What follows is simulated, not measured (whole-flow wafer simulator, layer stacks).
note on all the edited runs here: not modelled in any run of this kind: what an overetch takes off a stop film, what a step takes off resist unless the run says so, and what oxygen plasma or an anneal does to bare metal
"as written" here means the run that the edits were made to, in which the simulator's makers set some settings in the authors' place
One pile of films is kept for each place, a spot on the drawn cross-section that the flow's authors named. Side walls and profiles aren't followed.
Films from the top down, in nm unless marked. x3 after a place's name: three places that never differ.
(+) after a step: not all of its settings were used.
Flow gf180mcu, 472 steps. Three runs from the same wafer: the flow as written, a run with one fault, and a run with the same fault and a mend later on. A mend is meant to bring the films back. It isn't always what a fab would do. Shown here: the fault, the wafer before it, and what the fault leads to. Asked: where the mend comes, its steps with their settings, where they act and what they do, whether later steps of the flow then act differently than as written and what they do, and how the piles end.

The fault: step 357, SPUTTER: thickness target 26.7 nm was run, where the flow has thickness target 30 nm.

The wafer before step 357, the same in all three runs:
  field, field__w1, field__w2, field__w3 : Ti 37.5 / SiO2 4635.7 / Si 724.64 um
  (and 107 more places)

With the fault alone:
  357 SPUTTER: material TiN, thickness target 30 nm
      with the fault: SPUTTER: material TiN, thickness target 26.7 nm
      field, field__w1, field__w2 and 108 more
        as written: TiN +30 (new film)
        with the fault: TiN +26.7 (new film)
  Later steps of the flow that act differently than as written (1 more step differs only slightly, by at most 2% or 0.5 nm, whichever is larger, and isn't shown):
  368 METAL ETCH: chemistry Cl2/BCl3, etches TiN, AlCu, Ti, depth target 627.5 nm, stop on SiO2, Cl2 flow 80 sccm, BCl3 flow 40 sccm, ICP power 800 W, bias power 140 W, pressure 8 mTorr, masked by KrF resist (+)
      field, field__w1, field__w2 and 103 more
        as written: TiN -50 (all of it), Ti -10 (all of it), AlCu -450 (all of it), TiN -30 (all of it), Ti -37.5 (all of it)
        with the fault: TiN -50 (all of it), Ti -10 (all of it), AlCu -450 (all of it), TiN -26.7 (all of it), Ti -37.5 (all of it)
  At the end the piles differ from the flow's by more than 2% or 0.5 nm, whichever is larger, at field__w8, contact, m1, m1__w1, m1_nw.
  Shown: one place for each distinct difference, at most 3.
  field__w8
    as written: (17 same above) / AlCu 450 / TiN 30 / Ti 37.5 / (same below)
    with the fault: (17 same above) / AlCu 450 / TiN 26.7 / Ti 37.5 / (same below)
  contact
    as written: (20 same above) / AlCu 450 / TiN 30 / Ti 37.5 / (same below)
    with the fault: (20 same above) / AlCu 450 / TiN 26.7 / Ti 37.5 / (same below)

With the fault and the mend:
  The mend comes after step 357.
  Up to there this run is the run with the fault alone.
  357a SPUTTER: material TiN, thickness target 3.3 nm (the flow's step 357 once more, with other settings)
      field, field__w1, field__w2 and 108 more
        TiN +3.3
  No later step of the flow acts differently than as written at any place that is followed.
  At the end the piles are the same as the flow's at every place that both follow.
